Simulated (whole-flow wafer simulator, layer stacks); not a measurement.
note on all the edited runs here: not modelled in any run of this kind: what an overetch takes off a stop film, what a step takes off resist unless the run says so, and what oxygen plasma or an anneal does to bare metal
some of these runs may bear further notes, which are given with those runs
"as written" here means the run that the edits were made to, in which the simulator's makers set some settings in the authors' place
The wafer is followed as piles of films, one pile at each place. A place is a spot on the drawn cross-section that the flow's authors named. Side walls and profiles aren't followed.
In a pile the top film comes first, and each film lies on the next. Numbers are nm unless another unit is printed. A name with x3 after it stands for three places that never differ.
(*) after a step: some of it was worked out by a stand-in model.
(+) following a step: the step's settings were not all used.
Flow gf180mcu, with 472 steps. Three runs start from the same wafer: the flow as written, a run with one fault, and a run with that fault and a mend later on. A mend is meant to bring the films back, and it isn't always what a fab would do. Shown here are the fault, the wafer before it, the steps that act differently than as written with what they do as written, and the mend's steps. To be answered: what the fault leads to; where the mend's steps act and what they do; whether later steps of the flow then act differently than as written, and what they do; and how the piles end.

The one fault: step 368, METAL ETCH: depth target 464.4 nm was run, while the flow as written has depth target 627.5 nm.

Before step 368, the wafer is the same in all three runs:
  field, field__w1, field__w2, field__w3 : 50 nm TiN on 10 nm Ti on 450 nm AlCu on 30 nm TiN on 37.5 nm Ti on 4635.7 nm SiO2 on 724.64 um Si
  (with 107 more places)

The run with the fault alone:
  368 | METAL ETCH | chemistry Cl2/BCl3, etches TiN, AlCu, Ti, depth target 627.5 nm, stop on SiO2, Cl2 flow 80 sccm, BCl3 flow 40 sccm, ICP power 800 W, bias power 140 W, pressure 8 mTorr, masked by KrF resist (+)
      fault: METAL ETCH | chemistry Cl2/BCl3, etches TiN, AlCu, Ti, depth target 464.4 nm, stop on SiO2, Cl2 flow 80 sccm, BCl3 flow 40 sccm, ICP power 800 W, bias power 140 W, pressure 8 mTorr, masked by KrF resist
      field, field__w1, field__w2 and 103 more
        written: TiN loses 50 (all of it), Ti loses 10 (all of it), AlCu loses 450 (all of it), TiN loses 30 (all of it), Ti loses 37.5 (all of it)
        fault: TiN loses 50 (all of it), Ti loses 10 (all of it), AlCu loses 404.4
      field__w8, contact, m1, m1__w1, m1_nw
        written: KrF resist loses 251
        fault: KrF resist loses 185.8
  Steps further on in the flow that do not act as written:
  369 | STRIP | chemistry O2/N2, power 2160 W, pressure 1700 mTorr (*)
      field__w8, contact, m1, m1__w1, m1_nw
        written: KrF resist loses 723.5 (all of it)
        fault: KrF resist loses 788.8 (all of it)
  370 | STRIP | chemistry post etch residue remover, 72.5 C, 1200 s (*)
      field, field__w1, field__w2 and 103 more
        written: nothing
        fault: AlCu loses 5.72
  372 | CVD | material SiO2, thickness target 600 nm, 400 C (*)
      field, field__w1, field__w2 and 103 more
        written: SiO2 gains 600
        fault: SiO2 gains 600 (new film)
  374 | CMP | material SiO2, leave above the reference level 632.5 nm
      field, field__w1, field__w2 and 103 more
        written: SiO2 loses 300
        fault: SiO2 loses 407.4
  The piles end different from the flow's at field, field__w1, field__w2 and 104 more by more than 2% or 0.5 nm, whichever is larger.
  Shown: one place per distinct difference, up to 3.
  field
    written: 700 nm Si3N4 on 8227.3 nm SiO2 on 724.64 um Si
    fault: 700 nm Si3N4 on 3484.2 nm SiO2 on 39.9 nm AlCu on 30 nm TiN on 37.5 nm Ti on 4635.7 nm SiO2 on 724.64 um Si
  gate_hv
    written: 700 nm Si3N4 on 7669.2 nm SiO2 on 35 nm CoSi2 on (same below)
    fault: 700 nm Si3N4 on 3484.2 nm SiO2 on 39.9 nm AlCu on 30 nm TiN on 37.5 nm Ti on 4077.6 nm SiO2 on 35 nm CoSi2 on (same below)
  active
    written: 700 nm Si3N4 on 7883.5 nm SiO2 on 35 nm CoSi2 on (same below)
    fault: 700 nm Si3N4 on 3484.2 nm SiO2 on 39.9 nm AlCu on 30 nm TiN on 37.5 nm Ti on 4291.9 nm SiO2 on 35 nm CoSi2 on (same below)

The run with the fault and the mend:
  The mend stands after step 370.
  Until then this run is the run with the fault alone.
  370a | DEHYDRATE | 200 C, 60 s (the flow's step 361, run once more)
      does not change any film at any place that is followed
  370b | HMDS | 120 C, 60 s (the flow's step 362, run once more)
      does not change any film at any place that is followed
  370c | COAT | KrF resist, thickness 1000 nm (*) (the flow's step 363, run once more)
      iso_ptap_pw, iso_ntap_nw, iso_nw_fld and 33 more
        KrF resist gains 1000 (new film)
      field__w1, field_sub, field_sub__w1 and 15 more
        KrF resist gains 1002.7 (new film)
      field__w11, field__w13, p_well and 7 more
        KrF resist gains 1003.1 (new film)
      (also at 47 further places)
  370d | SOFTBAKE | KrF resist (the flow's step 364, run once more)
      does not change any film at any place that is followed
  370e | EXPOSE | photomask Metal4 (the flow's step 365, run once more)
      does not change any film at any place that is followed
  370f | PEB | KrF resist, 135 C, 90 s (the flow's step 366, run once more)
      field__w1, field__w2, field__w3 and 56 more
        KrF resist loses 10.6
      iso_ptap_pw, iso_ntap_nw, iso_nw_fld and 33 more
        KrF resist loses 10.5
      gate_hv, sd_p, nw_sep_fld, polyc_n, polyc_n_rim
        KrF resist loses 10.7
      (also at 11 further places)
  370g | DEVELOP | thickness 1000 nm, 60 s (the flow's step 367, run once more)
      iso_ptap_pw, iso_ntap_nw, iso_nw_fld and 33 more
        KrF resist loses 989.5 (all of it)
      field_sub__w3, field_sub__w4, ld_sd_p and 10 more
        KrF resist loses 992.2 (all of it)
      field__w1, field_sub, field_sub__w1 and 7 more
        KrF resist loses 992.1 (all of it)
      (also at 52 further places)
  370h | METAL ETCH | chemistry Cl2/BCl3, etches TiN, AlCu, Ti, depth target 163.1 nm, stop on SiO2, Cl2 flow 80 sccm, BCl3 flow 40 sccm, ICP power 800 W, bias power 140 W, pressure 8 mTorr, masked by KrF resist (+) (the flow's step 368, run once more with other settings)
      field, field__w1, field__w2 and 103 more
        AlCu loses 39.9 (all of it), TiN loses 30 (all of it), Ti loses 37.5 (all of it)
      field__w8, contact, m1, m1__w1, m1_nw
        KrF resist loses 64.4
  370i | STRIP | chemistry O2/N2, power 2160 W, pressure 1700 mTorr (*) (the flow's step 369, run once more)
      field__w8
        KrF resist loses 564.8 (all of it)
      contact
        KrF resist loses 562.8 (all of it)
      m1
        KrF resist loses 565.7 (all of it)
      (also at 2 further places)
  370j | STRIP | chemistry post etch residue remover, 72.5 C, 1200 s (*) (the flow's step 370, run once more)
      field__w8, contact, m1, m1__w1, m1_nw
        TiN loses 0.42
  Every later step of the flow that is run acts as written, at every place that is followed, to within 2% or 0.5 nm, whichever is larger.
  The piles end only slightly different from the flow's at the places that both follow, by no more than 2% or 0.5 nm, whichever is larger.
